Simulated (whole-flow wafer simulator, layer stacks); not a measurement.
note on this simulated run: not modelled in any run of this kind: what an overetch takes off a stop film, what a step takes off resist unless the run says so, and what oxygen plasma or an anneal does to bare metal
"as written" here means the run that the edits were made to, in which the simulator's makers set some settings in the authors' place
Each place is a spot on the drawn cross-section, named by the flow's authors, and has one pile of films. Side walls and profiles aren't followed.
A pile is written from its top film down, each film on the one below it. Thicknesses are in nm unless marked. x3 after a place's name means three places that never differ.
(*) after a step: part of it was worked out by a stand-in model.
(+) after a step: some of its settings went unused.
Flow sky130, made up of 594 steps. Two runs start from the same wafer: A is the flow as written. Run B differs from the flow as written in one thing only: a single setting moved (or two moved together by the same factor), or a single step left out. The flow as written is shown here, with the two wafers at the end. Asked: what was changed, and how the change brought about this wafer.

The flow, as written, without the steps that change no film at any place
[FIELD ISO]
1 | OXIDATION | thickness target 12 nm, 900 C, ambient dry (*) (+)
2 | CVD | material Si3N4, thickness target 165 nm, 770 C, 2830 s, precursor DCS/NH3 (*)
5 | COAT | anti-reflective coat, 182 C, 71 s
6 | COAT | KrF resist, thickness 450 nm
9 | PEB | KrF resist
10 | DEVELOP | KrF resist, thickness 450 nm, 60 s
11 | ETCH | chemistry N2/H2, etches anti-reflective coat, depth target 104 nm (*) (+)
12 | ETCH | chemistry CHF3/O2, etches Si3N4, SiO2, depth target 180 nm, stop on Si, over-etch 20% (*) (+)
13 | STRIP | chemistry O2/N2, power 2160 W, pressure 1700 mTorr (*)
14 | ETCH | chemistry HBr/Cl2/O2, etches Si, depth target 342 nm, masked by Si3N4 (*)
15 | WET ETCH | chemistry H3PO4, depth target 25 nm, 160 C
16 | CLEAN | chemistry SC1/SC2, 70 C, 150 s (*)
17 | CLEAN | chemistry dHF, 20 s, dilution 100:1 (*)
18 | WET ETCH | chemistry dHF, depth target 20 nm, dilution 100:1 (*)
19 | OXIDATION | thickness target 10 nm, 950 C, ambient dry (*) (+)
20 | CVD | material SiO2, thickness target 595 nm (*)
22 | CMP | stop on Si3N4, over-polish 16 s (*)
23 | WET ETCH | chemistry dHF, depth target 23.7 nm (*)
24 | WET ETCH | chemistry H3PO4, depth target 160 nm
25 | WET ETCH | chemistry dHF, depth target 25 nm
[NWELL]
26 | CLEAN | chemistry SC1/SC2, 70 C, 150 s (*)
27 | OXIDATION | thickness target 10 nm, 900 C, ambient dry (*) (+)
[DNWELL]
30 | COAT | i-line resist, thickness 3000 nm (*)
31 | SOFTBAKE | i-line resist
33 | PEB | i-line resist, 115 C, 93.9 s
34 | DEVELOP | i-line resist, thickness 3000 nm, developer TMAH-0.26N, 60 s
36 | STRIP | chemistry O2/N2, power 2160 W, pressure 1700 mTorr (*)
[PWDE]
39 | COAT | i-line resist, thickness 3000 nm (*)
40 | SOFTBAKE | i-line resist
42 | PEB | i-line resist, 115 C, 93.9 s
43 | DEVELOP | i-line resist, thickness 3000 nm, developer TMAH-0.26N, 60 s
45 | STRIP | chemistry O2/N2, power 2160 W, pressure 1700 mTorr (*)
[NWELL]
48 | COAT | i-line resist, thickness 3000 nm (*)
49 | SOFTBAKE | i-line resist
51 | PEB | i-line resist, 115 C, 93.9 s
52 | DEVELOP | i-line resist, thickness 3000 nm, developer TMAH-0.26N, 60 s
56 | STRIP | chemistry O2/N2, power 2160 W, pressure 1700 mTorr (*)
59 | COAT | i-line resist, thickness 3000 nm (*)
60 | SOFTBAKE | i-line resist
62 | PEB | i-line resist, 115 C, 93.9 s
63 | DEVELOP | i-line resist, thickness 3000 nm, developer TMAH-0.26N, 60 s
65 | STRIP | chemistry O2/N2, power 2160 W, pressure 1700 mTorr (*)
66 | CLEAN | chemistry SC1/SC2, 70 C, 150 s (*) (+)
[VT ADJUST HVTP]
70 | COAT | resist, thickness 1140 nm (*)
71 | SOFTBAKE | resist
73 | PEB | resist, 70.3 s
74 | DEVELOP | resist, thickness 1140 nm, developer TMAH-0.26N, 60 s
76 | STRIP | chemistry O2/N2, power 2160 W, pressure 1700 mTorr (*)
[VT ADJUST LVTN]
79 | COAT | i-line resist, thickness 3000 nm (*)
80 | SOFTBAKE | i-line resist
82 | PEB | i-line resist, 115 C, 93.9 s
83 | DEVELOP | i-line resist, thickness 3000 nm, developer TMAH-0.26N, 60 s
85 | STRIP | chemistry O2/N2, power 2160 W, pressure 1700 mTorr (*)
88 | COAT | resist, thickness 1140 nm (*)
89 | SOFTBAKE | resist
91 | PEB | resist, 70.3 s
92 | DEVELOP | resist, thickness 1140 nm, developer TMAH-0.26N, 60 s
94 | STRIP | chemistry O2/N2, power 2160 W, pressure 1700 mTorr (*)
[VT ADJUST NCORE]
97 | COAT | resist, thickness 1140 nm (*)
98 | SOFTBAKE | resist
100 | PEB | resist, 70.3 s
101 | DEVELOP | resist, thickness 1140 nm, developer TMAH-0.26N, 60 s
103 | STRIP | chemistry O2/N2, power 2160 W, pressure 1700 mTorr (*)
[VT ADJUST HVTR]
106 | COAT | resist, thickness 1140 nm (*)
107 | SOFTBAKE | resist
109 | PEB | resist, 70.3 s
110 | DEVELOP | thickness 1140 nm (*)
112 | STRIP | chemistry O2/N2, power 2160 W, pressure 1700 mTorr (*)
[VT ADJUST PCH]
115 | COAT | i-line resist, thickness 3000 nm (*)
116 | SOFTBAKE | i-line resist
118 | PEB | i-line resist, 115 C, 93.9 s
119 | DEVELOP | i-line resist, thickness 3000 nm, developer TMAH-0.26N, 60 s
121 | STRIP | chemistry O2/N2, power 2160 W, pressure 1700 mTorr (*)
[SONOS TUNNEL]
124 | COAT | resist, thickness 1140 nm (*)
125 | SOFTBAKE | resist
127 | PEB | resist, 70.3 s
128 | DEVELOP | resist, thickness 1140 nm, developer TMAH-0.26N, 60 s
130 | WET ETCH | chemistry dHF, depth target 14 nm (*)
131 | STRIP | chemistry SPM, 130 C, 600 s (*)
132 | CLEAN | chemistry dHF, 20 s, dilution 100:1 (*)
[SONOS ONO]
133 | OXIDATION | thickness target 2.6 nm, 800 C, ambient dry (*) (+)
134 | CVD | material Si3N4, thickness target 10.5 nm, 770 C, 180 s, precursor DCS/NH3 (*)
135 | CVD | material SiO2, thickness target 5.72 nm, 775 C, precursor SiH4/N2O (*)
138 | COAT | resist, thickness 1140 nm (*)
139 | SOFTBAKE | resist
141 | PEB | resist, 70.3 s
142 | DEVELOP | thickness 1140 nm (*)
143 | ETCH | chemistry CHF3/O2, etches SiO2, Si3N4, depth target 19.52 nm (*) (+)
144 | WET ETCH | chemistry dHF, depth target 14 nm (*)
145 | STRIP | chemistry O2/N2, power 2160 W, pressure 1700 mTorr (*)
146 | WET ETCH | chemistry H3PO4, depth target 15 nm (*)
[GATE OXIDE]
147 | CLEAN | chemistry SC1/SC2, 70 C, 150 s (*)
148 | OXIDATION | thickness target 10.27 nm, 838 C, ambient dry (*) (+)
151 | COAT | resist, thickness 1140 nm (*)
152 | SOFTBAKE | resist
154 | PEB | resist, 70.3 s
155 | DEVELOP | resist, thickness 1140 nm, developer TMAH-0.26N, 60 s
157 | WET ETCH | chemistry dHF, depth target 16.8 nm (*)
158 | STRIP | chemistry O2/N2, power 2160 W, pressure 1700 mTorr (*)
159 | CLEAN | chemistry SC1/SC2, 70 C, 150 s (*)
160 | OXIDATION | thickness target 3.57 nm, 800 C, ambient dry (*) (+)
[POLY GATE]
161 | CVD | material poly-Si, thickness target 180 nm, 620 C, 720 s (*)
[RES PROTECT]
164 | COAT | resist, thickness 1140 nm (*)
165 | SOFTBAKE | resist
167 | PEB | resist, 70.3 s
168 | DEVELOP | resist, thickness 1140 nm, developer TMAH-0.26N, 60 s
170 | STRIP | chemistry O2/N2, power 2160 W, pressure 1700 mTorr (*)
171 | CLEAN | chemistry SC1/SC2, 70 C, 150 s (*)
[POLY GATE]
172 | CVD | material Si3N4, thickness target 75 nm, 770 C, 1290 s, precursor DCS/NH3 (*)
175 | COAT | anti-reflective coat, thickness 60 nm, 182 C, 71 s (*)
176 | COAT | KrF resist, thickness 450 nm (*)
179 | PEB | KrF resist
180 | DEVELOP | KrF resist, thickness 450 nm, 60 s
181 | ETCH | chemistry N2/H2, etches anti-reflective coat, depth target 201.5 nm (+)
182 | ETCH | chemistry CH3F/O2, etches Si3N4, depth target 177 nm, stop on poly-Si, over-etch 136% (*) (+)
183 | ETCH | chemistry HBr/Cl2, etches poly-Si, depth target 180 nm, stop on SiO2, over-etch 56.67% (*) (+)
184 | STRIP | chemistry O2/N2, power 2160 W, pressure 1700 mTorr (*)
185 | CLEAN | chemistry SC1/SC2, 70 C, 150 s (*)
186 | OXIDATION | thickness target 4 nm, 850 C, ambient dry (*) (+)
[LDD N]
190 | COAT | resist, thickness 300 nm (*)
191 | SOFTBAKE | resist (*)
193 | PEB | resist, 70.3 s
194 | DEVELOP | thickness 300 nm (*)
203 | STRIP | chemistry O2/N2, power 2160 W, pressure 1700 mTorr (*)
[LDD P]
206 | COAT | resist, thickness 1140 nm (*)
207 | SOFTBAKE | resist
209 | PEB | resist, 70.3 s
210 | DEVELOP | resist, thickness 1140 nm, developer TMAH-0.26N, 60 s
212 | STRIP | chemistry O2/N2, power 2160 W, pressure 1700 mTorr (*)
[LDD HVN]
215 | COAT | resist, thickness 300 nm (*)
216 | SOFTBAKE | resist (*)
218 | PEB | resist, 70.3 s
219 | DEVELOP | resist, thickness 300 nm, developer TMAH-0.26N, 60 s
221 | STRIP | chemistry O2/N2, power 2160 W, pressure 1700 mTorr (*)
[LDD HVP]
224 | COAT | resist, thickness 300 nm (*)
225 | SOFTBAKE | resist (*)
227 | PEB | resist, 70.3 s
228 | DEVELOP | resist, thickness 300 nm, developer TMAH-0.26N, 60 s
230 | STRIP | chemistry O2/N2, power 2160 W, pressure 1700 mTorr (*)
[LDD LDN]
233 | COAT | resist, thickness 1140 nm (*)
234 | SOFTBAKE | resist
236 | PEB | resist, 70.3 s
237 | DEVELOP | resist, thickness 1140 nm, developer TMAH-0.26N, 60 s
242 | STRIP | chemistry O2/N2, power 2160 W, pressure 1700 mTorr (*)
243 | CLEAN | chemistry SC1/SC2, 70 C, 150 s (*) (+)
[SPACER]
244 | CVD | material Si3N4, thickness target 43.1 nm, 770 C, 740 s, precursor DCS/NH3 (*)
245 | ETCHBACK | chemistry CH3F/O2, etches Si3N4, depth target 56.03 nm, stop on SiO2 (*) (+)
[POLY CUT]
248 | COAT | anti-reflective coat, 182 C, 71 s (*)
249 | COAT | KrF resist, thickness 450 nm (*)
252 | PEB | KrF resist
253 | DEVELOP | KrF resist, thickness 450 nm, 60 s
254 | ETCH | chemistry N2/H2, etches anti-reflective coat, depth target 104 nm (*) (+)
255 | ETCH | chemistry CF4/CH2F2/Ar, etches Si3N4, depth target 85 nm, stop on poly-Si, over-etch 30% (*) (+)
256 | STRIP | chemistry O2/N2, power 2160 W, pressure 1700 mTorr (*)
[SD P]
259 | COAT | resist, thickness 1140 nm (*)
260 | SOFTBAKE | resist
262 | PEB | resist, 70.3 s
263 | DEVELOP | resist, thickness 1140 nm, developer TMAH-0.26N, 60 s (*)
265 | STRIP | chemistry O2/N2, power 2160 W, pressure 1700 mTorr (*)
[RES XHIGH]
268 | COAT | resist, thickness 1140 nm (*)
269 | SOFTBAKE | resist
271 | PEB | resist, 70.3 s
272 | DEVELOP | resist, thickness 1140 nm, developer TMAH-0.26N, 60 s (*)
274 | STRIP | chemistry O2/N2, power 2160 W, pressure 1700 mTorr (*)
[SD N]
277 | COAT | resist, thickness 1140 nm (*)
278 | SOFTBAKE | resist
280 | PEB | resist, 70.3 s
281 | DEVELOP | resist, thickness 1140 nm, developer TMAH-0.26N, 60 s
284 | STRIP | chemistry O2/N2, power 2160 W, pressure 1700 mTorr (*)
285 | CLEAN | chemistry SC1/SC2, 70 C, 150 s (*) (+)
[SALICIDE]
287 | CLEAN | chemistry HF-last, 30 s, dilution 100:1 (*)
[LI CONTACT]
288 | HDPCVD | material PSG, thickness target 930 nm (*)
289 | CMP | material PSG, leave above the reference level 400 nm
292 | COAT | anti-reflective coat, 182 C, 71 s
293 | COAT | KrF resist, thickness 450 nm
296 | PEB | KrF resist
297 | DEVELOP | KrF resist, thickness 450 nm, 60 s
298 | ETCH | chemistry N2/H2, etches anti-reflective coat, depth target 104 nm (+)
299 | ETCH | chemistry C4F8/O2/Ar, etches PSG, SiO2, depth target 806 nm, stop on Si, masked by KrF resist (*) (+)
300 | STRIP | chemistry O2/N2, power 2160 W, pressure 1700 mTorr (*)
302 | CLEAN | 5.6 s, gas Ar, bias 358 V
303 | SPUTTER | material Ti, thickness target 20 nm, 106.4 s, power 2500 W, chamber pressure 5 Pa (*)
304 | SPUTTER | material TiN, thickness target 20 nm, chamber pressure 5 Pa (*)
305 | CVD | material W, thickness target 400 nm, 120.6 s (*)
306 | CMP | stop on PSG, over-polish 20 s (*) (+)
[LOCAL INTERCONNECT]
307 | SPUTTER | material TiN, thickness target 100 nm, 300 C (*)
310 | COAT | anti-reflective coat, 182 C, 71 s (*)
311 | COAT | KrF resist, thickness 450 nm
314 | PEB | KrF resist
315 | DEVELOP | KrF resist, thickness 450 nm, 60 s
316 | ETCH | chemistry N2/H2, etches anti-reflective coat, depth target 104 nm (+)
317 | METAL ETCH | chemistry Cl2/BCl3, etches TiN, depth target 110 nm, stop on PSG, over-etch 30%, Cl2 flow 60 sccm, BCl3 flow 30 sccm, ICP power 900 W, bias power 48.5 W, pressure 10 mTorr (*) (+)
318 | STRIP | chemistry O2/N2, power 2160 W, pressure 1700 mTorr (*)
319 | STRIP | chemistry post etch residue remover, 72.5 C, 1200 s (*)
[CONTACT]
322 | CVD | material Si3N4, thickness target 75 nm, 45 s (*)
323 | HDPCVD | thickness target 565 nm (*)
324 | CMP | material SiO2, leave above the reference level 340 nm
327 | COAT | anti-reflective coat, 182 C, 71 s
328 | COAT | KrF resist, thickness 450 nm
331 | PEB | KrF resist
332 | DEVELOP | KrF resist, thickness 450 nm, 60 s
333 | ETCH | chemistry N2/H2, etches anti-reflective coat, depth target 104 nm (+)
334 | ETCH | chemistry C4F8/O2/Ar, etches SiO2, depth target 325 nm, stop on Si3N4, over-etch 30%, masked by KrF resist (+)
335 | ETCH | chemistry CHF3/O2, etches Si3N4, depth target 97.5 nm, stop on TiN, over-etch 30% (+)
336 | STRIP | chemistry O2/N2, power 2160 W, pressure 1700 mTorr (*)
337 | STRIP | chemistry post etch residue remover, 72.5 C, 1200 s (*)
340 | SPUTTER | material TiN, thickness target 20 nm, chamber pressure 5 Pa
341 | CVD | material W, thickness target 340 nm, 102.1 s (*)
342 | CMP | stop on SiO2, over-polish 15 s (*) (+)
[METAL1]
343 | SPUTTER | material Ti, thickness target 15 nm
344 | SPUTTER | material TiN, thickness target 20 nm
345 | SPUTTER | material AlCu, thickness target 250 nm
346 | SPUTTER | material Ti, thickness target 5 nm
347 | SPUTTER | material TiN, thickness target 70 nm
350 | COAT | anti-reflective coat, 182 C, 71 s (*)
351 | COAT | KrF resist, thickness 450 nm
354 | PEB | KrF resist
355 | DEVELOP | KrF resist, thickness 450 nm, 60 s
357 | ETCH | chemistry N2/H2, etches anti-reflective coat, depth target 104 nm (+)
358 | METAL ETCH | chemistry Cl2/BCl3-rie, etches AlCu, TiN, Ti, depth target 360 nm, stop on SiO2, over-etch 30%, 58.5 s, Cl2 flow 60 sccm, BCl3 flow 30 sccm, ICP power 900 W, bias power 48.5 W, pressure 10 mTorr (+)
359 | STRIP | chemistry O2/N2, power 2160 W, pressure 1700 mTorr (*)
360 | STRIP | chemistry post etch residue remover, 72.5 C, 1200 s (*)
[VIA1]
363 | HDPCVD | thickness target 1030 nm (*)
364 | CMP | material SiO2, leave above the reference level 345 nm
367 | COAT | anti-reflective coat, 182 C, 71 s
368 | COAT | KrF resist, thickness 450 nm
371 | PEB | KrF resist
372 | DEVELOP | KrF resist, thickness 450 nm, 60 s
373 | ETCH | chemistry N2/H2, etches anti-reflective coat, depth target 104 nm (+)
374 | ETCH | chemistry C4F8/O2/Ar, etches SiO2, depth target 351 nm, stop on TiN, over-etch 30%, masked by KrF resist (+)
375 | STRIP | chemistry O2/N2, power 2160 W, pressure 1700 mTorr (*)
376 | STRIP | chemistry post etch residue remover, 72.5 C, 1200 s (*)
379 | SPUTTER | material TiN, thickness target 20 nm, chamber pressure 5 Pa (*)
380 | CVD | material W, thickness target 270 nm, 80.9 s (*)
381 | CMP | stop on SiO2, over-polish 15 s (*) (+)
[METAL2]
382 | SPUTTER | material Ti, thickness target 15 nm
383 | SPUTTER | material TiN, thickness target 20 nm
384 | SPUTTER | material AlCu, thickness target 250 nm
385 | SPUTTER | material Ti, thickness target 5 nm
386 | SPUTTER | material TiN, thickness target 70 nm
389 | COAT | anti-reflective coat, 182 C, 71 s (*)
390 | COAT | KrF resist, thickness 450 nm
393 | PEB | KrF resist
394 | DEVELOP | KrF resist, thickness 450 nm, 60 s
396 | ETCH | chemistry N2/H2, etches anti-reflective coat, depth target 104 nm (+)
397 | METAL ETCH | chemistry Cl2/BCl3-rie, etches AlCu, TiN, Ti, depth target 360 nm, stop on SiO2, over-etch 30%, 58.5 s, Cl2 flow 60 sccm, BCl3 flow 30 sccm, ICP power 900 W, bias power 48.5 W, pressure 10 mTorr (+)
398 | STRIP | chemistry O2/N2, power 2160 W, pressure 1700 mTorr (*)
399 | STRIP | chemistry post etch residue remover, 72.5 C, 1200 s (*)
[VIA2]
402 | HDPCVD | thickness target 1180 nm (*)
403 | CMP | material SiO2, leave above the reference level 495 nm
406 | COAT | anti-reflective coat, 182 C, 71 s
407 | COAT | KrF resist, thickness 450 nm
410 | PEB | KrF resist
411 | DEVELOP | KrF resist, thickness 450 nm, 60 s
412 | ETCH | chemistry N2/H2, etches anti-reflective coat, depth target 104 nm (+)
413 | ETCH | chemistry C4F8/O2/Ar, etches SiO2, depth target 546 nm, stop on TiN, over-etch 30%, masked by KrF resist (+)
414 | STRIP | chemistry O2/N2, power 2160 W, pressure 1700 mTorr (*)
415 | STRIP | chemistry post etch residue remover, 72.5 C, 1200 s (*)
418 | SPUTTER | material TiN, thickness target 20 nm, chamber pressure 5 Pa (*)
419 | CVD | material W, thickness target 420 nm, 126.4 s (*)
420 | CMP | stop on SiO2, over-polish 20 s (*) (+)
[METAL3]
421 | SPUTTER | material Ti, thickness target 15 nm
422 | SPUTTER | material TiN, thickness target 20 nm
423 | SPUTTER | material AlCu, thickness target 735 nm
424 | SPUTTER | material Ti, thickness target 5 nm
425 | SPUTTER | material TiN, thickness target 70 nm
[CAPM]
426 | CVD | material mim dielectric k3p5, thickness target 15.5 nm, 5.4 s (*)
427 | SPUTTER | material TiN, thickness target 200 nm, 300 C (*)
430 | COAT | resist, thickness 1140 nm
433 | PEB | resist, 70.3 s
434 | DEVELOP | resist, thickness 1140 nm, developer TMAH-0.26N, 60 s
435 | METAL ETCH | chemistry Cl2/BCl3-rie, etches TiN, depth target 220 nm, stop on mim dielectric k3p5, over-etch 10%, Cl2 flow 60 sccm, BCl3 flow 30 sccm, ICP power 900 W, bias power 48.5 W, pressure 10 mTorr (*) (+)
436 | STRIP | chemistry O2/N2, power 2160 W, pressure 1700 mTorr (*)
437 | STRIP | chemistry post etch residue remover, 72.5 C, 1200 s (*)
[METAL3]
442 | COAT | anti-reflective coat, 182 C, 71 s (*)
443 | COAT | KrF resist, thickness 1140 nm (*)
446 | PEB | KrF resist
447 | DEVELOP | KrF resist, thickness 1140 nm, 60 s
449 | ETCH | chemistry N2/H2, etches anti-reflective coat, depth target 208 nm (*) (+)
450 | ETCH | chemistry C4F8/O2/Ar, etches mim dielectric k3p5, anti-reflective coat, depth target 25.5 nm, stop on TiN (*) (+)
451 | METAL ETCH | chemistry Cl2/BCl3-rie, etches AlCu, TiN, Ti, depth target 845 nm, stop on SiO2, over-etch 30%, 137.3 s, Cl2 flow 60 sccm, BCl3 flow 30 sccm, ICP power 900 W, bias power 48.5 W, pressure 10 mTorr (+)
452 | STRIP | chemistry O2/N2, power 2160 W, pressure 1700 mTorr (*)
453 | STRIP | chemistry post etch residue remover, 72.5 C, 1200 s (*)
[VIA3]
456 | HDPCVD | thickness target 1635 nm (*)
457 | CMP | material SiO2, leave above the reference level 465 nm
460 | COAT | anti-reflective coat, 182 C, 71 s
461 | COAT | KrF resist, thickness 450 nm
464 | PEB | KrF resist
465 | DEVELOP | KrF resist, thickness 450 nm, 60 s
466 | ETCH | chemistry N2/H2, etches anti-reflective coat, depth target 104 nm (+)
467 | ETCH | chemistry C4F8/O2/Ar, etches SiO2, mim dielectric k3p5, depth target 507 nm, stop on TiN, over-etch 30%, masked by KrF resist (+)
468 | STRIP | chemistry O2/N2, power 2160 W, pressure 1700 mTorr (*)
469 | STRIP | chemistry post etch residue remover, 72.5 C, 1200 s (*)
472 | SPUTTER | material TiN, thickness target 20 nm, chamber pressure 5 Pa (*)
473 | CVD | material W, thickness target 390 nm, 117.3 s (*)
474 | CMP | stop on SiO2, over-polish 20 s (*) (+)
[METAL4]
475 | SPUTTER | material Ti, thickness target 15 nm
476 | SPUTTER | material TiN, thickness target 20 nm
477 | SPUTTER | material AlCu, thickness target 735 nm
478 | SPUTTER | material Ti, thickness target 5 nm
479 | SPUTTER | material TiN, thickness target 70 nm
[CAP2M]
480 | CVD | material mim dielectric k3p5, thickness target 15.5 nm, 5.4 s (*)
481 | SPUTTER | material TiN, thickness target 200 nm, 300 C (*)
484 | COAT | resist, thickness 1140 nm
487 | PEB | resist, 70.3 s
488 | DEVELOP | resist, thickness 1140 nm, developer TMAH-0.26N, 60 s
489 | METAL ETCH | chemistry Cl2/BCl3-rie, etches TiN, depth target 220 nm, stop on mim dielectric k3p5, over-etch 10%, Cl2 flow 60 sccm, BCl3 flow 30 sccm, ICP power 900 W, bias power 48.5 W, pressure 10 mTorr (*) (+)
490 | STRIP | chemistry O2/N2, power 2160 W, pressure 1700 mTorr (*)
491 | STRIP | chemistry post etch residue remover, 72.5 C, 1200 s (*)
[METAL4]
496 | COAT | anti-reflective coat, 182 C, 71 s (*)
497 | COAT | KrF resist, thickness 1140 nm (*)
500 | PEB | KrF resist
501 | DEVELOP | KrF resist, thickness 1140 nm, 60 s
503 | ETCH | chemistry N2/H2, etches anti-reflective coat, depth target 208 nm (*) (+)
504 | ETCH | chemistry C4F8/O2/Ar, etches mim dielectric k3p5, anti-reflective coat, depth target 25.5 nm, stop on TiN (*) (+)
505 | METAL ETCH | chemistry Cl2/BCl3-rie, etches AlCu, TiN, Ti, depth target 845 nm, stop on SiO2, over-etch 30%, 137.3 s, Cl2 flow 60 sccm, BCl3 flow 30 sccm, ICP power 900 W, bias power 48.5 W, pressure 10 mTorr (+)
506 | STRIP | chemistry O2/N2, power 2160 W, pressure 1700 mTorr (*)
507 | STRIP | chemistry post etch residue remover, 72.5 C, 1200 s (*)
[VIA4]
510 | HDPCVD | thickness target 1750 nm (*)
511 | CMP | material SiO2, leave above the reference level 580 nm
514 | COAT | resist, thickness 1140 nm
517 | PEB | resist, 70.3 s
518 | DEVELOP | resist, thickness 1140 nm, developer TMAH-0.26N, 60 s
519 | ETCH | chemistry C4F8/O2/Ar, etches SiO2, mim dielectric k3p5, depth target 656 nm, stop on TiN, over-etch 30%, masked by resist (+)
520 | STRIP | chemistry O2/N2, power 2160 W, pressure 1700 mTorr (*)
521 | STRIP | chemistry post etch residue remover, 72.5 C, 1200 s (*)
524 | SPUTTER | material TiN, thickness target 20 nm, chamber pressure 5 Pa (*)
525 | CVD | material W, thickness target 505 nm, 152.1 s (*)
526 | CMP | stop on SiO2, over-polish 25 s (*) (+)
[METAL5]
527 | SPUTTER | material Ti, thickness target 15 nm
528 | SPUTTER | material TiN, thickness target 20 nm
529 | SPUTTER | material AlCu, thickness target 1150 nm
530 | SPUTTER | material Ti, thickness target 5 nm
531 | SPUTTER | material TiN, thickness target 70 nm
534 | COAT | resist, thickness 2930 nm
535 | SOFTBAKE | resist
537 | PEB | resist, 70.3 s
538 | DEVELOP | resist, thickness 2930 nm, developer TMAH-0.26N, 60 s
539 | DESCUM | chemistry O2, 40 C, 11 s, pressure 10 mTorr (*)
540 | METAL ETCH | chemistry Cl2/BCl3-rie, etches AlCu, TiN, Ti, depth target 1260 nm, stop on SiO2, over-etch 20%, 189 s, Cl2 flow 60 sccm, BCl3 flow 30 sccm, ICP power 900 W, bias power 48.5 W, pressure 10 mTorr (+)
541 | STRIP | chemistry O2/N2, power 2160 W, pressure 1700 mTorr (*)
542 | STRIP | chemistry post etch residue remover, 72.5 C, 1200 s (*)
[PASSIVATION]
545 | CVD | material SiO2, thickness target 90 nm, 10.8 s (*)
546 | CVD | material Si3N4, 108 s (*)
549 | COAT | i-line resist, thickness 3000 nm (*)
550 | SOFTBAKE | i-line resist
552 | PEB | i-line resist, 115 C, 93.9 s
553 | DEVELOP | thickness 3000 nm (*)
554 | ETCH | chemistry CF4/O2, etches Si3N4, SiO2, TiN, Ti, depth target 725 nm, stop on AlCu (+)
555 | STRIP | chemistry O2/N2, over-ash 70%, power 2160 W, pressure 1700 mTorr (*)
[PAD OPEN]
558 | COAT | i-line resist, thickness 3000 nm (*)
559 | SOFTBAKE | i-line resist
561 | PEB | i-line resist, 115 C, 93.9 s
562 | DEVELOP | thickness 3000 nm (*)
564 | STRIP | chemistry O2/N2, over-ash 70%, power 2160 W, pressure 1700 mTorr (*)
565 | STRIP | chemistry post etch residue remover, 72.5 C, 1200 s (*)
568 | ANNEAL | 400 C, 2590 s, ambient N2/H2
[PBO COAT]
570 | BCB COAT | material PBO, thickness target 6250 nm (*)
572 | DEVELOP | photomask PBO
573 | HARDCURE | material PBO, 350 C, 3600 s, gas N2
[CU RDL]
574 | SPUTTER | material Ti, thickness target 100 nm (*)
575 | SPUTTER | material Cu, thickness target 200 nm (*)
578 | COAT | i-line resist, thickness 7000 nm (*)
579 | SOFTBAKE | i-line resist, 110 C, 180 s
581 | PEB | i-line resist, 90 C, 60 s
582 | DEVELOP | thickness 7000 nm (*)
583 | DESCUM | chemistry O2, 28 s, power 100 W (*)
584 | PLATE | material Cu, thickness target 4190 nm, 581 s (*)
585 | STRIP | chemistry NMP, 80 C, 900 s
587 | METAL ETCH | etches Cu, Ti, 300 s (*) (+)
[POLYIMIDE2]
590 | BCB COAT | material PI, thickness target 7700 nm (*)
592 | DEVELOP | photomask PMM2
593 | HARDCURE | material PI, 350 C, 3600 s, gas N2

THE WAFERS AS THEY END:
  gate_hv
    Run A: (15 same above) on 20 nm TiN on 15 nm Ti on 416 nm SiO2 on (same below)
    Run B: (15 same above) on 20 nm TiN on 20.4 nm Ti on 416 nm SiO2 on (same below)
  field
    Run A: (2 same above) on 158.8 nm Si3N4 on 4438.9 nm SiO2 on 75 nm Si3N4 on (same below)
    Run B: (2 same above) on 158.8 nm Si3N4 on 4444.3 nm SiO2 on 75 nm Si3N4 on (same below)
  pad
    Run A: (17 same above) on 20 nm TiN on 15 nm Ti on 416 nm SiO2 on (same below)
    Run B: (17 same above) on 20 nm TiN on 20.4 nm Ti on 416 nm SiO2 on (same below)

What caused this: step 421, SPUTTER: thickness target 20.4 nm was run, while the flow as written has thickness target 15 nm.
The wafer lets one read it off: gate_hv has Ti 20.4, and step 421 as written asks for 15 nm.

Step by step, how the change led to this:
  421 | SPUTTER | material Ti, thickness target 15 nm
      field, active, n_well and 188 more: A +15 Ti (new film) | B +20.4 Ti (new film)
  451 | METAL ETCH | chemistry Cl2/BCl3-rie, etches AlCu, TiN, Ti, depth target 845 nm, stop on SiO2, over-etch 30%, 137.3 s, Cl2 flow 60 sccm, BCl3 flow 30 sccm, ICP power 900 W, bias power 48.5 W, pressure 10 mTorr (+)
      field, gate, spacer and 68 more: A -70 TiN (all of it), -5 Ti (all of it), -735 AlCu (all of it), -20 TiN (all of it), -15 Ti (all of it), -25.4 SiO2 | B -70 TiN (all of it), -5 Ti (all of it), -735 AlCu (all of it), -20 TiN (all of it), -20.4 Ti (all of it), -24.8 SiO2
      active, vpp_ln, vpp_iso2 and 11 more: A -70 TiN (all of it), -5 Ti (all of it), -735 AlCu (all of it), -20 TiN (all of it), -15 Ti (all of it), -25.3 SiO2 | B -70 TiN (all of it), -5 Ti (all of it), -735 AlCu (all of it), -20 TiN (all of it), -20.4 Ti (all of it), -24.8 SiO2
